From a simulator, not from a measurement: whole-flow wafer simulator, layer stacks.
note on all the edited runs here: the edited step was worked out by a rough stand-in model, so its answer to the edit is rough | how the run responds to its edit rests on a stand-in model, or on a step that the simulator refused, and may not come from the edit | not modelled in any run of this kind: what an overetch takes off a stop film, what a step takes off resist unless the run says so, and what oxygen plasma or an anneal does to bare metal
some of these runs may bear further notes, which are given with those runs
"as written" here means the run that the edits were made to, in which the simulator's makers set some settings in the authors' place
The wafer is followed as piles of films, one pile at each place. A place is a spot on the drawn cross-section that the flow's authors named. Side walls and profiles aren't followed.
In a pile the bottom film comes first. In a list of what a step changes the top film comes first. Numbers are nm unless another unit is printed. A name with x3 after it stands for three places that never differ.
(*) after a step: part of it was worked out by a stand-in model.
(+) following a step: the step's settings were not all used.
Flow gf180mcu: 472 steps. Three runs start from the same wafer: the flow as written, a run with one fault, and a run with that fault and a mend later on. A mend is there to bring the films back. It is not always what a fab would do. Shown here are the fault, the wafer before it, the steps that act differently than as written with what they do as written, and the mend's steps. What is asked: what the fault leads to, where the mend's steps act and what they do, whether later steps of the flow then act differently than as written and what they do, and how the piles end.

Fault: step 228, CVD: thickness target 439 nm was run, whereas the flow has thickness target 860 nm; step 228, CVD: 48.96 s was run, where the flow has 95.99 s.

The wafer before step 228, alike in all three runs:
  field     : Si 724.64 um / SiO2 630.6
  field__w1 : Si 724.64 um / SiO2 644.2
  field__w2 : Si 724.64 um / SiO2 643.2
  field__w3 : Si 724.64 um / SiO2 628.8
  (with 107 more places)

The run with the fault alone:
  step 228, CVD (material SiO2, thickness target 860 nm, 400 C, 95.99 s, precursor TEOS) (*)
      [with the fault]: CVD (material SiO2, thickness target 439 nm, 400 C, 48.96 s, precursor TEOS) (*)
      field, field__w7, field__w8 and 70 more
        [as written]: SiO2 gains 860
        [with the fault]: SiO2 gains 447.5
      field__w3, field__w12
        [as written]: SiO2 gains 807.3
        [with the fault]: SiO2 gains 423.8
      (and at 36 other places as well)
  Steps later in the flow that act otherwise than as written:
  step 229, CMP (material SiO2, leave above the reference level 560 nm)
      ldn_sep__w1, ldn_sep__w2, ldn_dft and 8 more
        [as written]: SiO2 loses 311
        [with the fault]: nothing
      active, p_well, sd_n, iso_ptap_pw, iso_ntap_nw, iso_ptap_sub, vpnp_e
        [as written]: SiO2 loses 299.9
        [with the fault]: nothing
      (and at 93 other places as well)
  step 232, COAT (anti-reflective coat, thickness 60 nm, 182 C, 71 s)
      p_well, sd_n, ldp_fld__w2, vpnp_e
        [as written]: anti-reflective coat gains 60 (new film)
        [with the fault]: anti-reflective coat gains 56.8 (new film)
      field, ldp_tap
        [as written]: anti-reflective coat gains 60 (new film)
        [with the fault]: anti-reflective coat gains 71.9 (new film)
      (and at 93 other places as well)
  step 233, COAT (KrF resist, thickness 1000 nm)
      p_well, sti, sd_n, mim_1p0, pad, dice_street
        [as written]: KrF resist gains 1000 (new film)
        [with the fault]: KrF resist gains 1022.1 (new film)
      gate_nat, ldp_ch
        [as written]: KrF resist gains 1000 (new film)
        [with the fault]: KrF resist gains 952.9 (new film)
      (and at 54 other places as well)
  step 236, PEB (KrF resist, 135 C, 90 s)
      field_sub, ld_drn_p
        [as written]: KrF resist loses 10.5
        [with the fault]: KrF resist loses 11.4
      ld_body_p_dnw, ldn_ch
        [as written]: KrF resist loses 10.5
        [with the fault]: KrF resist loses 9.74
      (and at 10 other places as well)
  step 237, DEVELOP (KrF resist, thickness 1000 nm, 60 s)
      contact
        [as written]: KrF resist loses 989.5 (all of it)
        [with the fault]: KrF resist loses 1017.2 (all of it)
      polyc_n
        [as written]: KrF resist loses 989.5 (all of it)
        [with the fault]: KrF resist loses 950.3 (all of it)
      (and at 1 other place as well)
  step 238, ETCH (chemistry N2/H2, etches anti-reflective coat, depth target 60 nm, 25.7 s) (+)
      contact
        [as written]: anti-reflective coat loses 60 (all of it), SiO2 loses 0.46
        [with the fault]: anti-reflective coat loses 64.3 (all of it), SiO2 loses 0.35
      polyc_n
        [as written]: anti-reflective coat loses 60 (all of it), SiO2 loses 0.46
        [with the fault]: anti-reflective coat loses 13.4 (all of it), SiO2 loses 1.66
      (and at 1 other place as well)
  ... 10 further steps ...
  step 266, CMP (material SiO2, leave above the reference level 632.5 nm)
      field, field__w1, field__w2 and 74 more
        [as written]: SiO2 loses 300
        [with the fault]: SiO2 loses 287.7
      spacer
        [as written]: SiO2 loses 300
        [with the fault]: SiO2 loses 292.4
  By the end, the piles at field, field__w1, field__w2 and 80 more depart from the flow's by more than 2% or 0.5 nm, whichever is larger.
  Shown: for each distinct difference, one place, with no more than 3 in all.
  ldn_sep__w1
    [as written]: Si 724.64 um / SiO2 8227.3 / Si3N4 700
    [with the fault]: Si 724.64 um / SiO2 1098.8 / Ti 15 / TiN 10 / W 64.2 / SiO2 7042.5 / Si3N4 700
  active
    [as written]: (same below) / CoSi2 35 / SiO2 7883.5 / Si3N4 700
    [with the fault]: (same below) / CoSi2 35 / SiO2 744 / Ti 15 / TiN 10 / W 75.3 / SiO2 7042.5 / Si3N4 700
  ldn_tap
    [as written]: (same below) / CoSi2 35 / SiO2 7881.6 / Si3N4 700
    [with the fault]: (same below) / CoSi2 35 / SiO2 744 / Ti 15 / TiN 10 / W 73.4 / SiO2 7042.5 / Si3N4 700

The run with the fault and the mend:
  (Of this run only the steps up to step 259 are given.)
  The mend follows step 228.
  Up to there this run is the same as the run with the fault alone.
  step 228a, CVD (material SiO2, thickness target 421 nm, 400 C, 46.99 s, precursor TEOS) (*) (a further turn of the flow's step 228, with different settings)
      field, field__w7, field__w8 and 72 more
        SiO2 gains 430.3
      field__w1, contact
        SiO2 gains 422.1
      field__w3, field__w12
        SiO2 gains 405.3
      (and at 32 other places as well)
  Steps later in the flow that act otherwise than as written:
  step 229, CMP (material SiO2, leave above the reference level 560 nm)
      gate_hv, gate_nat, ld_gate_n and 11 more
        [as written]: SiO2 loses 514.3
        [with the mend]: SiO2 loses 532.1
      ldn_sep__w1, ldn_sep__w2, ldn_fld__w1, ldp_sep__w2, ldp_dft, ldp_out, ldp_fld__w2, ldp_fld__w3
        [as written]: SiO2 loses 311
        [with the mend]: SiO2 loses 328.8
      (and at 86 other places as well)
  At every place that both follow, the piles after step 259 match the flow's.
